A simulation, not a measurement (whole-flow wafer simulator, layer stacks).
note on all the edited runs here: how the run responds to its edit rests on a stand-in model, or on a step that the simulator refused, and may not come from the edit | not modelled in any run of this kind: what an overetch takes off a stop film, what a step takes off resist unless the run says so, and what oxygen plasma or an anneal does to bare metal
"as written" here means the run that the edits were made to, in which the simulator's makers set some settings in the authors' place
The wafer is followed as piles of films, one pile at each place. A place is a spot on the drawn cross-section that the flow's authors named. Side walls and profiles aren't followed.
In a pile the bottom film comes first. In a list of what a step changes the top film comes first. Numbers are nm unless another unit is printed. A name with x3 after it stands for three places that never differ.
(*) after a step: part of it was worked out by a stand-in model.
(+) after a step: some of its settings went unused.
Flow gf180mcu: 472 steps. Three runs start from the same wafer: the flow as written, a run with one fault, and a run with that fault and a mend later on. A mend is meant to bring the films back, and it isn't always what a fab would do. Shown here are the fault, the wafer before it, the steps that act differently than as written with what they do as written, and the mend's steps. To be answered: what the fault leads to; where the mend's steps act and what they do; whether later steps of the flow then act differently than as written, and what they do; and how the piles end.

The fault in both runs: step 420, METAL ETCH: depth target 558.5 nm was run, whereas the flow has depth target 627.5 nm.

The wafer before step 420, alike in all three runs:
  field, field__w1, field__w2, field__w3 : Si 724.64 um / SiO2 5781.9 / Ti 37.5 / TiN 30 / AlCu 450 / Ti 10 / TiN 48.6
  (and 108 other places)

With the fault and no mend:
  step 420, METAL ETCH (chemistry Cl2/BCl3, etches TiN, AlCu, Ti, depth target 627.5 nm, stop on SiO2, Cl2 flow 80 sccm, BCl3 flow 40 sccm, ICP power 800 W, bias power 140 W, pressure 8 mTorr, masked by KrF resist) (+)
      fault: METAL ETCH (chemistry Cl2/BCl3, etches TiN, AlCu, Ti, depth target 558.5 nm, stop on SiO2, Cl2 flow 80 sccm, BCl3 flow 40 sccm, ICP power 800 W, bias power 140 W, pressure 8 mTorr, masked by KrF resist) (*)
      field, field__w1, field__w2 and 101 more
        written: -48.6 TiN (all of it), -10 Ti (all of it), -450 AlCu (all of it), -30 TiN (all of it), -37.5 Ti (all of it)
        fault: -48.6 TiN (all of it), -10 Ti (all of it), -450 AlCu (all of it), -30 TiN (all of it), -19.9 Ti
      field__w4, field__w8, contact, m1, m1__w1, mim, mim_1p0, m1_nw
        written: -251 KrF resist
        fault: -223.4 KrF resist
  Steps later in the flow that act otherwise than as written (1 more step, not shown, differs only slightly: by at most 2% or 0.5 nm, whichever is larger):
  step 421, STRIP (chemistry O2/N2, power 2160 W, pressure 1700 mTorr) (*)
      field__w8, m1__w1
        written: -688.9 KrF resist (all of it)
        fault: -716.5 KrF resist (all of it)
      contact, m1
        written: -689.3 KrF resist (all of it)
        fault: -716.9 KrF resist (all of it)
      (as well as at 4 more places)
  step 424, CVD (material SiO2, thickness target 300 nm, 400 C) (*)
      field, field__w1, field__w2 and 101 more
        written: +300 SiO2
        fault: +300 SiO2 (new film)
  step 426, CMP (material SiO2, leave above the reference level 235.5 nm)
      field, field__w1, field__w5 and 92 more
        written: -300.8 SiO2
        fault: -318.4 SiO2
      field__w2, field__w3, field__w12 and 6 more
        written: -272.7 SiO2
        fault: -291 SiO2
  By the end, the piles at field, field__w1, field__w2 and 101 more depart from the flow's by more than 2% or 0.5 nm, whichever is larger.
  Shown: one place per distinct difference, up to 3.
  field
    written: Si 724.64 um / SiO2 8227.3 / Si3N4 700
    fault: Si 724.64 um / SiO2 5781.9 / Ti 17.6 / SiO2 2427.8 / Si3N4 700
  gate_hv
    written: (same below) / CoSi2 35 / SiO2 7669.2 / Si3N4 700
    fault: (same below) / CoSi2 35 / SiO2 5223.8 / Ti 17.6 / SiO2 2427.8 / Si3N4 700
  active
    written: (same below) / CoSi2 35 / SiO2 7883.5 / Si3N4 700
    fault: (same below) / CoSi2 35 / SiO2 5438.1 / Ti 17.6 / SiO2 2427.8 / Si3N4 700

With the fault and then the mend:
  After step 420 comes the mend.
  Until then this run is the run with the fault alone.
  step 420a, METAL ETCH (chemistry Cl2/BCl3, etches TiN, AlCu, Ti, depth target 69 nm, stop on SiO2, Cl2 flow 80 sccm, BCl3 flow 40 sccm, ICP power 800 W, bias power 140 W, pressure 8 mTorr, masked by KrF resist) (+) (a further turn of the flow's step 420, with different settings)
      field, field__w1, field__w2 and 101 more
        -17.6 Ti (all of it)
      field__w4, field__w8, contact, m1, m1__w1, mim, mim_1p0, m1_nw
        -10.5 KrF resist
  Steps later in the flow that act otherwise than as written:
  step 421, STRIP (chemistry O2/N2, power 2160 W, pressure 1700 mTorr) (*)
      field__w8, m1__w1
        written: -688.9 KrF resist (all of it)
        mend: -705.9 KrF resist (all of it)
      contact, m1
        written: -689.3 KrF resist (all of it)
        mend: -706.4 KrF resist (all of it)
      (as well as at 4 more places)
  By the end, the piles equal the flow's at every place that both follow.
